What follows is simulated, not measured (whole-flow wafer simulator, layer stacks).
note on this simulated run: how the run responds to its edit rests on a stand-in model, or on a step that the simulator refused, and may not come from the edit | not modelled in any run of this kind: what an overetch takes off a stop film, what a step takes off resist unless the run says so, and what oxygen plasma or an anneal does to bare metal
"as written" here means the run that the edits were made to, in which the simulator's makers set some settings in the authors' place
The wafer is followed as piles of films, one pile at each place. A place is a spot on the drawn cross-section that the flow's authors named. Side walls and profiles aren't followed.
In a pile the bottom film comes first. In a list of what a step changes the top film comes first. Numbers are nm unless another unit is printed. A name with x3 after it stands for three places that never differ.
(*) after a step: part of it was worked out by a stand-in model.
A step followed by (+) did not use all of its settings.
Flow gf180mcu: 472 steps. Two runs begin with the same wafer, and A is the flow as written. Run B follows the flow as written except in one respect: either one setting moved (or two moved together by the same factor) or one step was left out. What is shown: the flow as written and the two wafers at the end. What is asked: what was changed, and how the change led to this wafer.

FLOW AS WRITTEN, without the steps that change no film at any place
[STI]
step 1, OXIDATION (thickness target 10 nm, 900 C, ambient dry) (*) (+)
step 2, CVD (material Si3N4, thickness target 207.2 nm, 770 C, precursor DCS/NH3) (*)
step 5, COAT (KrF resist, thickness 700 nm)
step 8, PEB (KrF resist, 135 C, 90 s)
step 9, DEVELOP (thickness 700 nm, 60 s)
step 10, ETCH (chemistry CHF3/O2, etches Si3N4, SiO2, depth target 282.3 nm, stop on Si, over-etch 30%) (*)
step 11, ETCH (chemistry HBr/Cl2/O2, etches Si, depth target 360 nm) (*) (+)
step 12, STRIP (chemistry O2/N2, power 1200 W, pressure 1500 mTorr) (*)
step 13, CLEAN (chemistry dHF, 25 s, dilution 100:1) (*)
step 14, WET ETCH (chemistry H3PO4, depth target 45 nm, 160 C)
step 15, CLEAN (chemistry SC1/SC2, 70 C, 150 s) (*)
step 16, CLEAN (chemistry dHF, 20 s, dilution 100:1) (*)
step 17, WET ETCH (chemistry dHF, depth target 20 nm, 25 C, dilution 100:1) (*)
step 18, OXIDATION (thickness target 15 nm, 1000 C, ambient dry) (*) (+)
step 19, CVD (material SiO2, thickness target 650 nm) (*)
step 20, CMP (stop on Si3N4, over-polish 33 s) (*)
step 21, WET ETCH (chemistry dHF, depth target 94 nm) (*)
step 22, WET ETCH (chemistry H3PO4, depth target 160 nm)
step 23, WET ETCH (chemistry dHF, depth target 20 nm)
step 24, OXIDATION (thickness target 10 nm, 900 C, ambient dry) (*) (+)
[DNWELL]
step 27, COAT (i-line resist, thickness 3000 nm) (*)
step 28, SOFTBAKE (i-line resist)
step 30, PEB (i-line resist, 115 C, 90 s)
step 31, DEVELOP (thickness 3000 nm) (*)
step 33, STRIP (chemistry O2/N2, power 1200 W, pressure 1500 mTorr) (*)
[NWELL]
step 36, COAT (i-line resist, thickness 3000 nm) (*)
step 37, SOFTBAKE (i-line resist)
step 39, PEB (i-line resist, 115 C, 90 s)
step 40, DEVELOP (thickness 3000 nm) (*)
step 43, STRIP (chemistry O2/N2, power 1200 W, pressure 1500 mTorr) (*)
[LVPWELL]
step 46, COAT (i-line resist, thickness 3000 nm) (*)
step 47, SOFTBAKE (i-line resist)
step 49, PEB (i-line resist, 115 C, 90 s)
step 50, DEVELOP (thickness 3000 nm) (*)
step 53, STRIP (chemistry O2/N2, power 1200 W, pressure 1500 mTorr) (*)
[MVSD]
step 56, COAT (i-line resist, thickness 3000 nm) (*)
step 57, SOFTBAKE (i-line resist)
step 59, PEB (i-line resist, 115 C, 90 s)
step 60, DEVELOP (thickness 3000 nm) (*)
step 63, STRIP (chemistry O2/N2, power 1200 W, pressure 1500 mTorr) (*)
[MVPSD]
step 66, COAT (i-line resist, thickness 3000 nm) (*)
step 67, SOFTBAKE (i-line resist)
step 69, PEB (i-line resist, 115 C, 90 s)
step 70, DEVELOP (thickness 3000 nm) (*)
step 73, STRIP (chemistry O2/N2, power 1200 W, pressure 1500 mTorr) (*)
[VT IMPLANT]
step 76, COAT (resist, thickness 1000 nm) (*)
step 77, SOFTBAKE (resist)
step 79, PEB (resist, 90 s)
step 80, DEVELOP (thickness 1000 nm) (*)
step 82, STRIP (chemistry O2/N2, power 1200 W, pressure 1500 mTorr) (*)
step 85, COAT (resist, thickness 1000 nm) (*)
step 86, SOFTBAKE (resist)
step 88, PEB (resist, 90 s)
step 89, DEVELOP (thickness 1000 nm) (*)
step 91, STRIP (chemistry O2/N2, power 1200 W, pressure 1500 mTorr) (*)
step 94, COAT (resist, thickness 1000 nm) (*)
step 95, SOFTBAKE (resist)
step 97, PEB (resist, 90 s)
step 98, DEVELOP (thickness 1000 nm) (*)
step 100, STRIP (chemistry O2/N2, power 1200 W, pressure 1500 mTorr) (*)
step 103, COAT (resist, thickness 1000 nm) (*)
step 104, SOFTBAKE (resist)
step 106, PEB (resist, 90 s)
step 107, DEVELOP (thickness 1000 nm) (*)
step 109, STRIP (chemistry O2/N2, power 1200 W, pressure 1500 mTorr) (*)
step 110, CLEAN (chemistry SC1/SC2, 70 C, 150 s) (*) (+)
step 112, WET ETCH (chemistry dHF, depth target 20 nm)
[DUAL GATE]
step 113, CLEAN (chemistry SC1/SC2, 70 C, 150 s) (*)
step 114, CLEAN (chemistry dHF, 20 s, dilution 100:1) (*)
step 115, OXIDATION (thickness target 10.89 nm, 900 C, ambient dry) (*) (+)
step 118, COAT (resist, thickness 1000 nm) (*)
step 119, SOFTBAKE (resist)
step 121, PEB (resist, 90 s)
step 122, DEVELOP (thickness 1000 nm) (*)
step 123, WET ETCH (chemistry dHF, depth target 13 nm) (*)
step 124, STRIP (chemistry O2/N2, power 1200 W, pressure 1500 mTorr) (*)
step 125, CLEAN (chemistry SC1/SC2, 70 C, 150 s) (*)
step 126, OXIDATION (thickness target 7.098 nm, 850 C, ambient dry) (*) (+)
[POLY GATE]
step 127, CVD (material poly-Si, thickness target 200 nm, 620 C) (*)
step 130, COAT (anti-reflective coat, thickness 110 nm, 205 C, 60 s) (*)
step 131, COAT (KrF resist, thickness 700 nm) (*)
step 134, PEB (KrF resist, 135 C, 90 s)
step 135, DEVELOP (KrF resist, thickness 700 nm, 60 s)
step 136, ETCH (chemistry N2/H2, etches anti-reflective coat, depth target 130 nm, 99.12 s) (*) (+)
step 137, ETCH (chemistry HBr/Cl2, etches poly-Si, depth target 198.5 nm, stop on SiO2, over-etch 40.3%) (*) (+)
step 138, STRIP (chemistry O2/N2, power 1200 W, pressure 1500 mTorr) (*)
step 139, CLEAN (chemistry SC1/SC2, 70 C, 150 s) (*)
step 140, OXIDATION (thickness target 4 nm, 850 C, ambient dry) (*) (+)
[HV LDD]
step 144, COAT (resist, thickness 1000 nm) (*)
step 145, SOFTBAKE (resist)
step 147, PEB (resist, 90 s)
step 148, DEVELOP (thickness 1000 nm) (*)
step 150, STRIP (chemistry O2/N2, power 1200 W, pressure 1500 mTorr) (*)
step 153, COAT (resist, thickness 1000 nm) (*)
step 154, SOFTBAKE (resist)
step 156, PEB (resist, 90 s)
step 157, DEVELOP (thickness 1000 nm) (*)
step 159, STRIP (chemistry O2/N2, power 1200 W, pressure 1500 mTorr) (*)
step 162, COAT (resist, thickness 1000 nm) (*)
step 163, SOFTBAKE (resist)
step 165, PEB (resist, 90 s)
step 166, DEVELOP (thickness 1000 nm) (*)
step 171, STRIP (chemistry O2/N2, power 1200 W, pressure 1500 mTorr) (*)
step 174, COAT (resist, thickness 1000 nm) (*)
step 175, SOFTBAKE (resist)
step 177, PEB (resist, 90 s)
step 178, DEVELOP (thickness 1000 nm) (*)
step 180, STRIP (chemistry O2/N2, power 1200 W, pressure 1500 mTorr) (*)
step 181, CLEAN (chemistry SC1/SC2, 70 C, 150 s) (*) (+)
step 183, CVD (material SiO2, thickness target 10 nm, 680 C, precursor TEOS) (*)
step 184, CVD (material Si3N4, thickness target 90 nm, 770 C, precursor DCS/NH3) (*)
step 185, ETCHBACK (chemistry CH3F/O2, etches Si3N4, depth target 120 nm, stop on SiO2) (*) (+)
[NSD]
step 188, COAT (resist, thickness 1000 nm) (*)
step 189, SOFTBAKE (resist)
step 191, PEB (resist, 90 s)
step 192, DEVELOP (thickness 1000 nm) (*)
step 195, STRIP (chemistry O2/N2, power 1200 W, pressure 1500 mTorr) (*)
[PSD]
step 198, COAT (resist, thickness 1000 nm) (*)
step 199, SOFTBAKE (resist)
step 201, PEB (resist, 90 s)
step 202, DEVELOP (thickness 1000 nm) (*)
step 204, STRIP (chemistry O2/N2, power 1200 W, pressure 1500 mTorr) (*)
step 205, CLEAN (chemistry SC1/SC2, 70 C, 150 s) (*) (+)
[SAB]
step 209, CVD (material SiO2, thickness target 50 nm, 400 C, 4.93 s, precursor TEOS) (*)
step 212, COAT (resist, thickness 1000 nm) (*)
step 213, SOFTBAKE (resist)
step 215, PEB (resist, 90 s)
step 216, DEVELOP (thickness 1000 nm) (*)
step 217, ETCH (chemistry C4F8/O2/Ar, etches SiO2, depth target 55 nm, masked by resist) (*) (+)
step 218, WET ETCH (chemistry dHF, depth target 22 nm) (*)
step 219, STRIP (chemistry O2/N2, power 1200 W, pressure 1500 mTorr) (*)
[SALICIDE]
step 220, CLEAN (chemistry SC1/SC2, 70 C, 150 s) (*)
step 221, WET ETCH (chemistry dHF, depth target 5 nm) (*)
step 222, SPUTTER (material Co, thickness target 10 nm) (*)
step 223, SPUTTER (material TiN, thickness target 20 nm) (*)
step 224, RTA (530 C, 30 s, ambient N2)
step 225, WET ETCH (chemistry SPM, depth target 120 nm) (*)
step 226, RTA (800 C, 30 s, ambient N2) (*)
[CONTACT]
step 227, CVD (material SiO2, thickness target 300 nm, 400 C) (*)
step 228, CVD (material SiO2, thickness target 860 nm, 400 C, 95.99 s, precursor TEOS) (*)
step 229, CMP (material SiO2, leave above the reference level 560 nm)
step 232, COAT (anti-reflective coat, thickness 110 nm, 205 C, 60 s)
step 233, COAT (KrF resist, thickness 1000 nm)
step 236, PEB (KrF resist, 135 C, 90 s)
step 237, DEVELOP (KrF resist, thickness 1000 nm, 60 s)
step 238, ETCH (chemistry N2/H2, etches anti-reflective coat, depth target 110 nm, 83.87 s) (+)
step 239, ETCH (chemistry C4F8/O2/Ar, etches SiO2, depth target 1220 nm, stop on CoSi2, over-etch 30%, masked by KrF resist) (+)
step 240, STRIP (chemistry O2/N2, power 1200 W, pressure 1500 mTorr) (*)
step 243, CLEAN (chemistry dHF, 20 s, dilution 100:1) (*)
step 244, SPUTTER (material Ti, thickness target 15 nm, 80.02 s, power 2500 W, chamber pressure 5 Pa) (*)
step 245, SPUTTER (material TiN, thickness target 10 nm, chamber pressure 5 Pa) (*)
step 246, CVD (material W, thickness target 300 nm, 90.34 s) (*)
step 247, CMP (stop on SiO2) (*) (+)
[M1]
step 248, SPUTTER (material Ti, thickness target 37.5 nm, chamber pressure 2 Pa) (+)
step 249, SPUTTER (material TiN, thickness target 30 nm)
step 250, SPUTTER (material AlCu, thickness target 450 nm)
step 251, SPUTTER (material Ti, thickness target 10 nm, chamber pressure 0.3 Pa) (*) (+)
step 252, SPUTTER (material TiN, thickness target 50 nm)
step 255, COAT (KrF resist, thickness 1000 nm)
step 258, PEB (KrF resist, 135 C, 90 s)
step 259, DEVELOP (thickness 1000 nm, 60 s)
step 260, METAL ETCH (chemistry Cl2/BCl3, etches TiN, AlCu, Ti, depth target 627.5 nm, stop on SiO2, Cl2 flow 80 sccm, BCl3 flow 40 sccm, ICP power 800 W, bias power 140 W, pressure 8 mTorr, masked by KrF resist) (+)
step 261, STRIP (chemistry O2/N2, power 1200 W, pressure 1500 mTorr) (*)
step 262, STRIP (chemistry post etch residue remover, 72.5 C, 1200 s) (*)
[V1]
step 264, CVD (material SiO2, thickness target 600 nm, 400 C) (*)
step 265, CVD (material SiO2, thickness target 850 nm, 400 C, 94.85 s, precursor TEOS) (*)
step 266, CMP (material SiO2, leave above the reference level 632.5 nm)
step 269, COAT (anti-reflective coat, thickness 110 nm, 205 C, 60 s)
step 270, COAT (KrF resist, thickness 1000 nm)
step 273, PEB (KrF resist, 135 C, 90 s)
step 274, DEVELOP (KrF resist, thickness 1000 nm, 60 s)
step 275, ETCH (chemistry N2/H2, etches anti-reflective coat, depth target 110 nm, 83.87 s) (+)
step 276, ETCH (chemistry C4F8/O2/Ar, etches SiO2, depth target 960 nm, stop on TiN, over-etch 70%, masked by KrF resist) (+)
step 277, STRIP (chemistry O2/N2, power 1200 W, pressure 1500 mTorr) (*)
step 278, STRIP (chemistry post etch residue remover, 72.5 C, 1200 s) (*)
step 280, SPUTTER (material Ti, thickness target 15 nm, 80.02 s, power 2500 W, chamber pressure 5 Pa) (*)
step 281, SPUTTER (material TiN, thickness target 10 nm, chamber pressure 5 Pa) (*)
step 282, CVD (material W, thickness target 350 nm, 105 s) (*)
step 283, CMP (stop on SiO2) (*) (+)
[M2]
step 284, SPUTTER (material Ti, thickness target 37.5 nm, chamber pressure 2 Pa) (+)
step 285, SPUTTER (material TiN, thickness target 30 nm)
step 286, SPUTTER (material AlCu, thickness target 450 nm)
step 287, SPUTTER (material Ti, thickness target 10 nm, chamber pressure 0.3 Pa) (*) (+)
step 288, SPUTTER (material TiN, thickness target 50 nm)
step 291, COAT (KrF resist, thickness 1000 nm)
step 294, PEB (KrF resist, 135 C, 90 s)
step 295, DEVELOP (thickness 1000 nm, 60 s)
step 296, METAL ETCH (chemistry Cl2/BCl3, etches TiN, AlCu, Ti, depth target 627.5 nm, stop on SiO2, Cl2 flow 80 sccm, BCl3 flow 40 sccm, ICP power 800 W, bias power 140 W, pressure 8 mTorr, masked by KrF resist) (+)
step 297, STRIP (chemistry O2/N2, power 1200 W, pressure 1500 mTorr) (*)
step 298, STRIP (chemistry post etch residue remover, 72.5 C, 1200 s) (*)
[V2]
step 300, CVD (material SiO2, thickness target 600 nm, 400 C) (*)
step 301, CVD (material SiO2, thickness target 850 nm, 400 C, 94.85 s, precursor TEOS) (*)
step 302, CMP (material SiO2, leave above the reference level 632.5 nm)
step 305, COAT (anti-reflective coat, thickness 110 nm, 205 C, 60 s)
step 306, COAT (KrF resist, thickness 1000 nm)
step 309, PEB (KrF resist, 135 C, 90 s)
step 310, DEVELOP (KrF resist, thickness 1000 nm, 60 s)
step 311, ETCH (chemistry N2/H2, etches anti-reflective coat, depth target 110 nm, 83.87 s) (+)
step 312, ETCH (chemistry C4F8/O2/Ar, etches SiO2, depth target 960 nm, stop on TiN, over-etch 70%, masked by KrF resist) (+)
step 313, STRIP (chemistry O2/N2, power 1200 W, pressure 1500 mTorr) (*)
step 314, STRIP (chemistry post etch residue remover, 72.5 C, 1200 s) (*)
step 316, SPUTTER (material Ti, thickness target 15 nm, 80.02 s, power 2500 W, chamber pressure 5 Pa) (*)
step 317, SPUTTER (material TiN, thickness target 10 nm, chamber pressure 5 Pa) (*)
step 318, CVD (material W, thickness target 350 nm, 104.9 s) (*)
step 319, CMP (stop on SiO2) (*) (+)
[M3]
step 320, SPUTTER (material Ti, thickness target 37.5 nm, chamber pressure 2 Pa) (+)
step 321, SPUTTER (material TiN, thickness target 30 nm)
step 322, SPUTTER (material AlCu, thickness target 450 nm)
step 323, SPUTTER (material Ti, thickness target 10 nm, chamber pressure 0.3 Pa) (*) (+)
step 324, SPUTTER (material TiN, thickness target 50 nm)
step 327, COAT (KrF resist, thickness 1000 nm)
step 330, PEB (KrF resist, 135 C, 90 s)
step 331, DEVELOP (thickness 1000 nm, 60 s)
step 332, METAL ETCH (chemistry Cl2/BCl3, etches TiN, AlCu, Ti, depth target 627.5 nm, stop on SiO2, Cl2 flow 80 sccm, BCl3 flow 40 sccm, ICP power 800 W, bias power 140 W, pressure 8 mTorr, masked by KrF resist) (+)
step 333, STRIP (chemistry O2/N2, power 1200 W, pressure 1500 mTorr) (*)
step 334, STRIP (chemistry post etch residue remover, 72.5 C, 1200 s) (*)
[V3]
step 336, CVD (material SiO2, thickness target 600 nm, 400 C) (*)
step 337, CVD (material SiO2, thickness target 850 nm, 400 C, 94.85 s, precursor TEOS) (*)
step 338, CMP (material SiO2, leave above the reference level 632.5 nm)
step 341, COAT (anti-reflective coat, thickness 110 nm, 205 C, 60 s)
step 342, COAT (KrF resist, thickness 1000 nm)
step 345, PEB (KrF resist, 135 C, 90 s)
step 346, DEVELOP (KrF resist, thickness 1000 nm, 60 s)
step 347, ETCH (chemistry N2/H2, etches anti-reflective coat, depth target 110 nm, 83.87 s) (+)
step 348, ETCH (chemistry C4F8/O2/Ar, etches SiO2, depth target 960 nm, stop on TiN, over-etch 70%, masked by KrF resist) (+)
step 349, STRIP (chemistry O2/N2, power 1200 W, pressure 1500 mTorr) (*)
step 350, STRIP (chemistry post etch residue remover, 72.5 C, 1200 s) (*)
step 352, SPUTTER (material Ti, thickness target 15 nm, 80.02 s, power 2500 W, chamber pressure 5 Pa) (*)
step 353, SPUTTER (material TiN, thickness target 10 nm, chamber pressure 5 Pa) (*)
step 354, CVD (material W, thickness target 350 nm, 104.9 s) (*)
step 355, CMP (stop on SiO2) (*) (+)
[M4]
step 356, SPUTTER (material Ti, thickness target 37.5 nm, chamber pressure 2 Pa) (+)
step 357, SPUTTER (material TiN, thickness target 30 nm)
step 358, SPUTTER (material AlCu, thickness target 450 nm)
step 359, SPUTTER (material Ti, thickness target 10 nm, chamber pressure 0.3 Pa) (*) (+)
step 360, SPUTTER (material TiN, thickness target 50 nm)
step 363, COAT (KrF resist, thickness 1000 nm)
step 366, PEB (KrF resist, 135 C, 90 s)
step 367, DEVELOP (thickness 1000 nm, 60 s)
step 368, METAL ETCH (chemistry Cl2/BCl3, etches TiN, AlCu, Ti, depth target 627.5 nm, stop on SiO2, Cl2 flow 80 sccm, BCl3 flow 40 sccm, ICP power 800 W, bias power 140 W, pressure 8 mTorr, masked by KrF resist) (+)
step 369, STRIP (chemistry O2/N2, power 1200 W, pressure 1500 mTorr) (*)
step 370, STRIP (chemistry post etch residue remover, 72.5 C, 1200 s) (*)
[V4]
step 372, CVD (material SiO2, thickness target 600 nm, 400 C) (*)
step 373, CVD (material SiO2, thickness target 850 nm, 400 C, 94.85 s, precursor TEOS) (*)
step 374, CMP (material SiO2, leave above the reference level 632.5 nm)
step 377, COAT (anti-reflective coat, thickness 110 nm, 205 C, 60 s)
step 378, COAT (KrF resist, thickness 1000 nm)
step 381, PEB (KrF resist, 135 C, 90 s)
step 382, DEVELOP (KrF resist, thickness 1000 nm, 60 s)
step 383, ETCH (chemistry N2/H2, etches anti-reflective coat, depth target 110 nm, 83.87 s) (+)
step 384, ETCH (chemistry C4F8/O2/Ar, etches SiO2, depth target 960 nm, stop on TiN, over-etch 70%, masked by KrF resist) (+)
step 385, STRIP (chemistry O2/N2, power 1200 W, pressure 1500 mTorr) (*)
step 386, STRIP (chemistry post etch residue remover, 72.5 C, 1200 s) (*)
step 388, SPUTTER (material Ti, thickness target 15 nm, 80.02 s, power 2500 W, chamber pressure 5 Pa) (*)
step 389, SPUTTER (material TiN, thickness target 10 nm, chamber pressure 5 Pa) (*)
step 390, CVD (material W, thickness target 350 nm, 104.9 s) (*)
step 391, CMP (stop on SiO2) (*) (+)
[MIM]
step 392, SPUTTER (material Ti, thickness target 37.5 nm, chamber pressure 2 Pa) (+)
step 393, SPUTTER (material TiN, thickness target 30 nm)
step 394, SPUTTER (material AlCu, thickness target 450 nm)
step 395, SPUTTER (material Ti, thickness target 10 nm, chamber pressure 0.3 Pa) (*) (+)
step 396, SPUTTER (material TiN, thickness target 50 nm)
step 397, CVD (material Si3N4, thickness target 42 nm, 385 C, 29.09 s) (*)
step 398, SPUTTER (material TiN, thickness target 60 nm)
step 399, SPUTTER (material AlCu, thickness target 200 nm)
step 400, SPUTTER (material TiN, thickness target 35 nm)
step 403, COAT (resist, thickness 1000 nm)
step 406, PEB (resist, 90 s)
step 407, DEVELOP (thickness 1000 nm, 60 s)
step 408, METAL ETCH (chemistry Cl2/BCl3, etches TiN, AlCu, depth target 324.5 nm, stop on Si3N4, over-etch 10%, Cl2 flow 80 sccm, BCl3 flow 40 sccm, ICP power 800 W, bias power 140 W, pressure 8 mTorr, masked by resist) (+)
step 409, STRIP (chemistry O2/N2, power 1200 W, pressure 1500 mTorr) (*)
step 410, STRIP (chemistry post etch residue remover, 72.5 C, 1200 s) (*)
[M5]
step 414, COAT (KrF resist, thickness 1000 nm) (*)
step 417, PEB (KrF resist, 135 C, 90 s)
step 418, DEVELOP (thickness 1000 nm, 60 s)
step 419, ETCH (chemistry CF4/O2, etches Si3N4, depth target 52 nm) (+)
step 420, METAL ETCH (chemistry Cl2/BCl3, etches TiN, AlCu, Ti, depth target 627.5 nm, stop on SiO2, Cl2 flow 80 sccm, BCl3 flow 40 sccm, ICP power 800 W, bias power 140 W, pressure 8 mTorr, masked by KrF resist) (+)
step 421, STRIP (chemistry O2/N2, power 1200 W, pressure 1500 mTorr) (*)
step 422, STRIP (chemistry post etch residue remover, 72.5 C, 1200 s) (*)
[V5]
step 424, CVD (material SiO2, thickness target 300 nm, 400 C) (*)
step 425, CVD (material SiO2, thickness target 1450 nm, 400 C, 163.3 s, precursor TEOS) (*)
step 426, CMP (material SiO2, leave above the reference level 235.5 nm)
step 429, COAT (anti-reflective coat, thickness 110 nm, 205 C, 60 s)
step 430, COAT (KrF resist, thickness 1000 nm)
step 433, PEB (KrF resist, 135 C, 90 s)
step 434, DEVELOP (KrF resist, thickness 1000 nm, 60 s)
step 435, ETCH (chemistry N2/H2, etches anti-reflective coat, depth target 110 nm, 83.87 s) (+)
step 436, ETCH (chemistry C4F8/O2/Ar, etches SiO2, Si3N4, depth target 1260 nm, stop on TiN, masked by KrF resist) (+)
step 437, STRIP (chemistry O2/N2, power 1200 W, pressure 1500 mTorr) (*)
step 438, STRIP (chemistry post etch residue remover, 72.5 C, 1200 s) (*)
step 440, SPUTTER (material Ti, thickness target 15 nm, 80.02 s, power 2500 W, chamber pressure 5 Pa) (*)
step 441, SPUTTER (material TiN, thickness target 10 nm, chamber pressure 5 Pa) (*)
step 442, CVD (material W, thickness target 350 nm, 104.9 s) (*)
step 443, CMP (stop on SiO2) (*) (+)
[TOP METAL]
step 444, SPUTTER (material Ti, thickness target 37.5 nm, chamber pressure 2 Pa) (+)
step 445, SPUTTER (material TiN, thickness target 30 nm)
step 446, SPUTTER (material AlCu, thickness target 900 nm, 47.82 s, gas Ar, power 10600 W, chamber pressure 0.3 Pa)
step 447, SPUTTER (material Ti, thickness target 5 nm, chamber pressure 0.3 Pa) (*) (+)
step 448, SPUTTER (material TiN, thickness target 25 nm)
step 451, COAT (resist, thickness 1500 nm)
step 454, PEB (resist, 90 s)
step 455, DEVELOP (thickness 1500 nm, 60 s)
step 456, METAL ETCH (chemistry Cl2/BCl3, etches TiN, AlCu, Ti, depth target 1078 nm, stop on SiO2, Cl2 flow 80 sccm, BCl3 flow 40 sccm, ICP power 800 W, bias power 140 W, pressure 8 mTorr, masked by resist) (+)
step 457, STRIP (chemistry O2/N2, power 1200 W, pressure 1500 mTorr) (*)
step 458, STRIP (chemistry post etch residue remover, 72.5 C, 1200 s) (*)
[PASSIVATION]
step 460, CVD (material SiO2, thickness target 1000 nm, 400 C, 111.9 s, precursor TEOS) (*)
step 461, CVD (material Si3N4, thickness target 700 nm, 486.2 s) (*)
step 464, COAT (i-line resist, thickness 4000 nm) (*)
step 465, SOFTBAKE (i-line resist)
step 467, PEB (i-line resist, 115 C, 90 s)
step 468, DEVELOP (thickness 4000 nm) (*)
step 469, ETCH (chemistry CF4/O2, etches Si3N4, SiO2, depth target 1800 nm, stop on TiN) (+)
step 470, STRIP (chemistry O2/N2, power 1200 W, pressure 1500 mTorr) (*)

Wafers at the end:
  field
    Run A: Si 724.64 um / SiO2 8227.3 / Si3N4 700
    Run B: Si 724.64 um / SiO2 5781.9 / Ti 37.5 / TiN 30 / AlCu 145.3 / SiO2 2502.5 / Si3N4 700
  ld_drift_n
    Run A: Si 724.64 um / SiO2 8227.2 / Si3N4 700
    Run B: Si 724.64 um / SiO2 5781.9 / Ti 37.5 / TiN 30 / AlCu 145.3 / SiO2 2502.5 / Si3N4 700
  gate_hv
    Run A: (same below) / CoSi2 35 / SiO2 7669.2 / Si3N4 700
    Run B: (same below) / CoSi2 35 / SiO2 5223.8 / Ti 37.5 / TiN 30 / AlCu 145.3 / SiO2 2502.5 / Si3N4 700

The reason: step 394, SPUTTER: thickness target 720 nm was run, whereas the flow has thickness target 450 nm.

Step by step, how the change led to this:
  step 394, SPUTTER (material AlCu, thickness target 450 nm)
      field, field__w1, field__w2 and 108 more: A AlCu gains 450 (new film) | B AlCu gains 720 (new film)
  step 420, METAL ETCH (chemistry Cl2/BCl3, etches TiN, AlCu, Ti, depth target 627.5 nm, stop on SiO2, Cl2 flow 80 sccm, BCl3 flow 40 sccm, ICP power 800 W, bias power 140 W, pressure 8 mTorr, masked by KrF resist) (+)
      field, field__w1, field__w2 and 101 more: A TiN loses 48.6 (all of it), Ti loses 10 (all of it), AlCu loses 450 (all of it), TiN loses 30 (all of it), Ti loses 37.5 (all of it) | B TiN loses 48.6 (all of it), Ti loses 10 (all of it), AlCu loses 568.9
  step 422, STRIP (chemistry post etch residue remover, 72.5 C, 1200 s) (*)
      field, field__w1, field__w2 and 101 more: A nothing | B AlCu loses 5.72
  step 424, CVD (material SiO2, thickness target 300 nm, 400 C) (*)
      field, field__w1, field__w2 and 101 more: A SiO2 gains 300 | B SiO2 gains 300 (new film)
  step 426, CMP (material SiO2, leave above the reference level 235.5 nm)
      field, field__w1, field__w5 and 92 more: A SiO2 loses 300.8 | B SiO2 loses 243.7
      field__w2, field__w3, field__w12 and 6 more: A SiO2 loses 272.7 | B SiO2 loses 212.9
Taking metal films that touch as one body, field has 1 body; the flow as written gives 0 bodies.
Taking metal films that touch as one body, ld_drift_n has 1 body; the flow as written gives 0 bodies.
Taking metal films that touch as one body, gate_hv has 2 bodies (between them, from the top down: SiO2 5223.8); the flow as written gives 1 body.
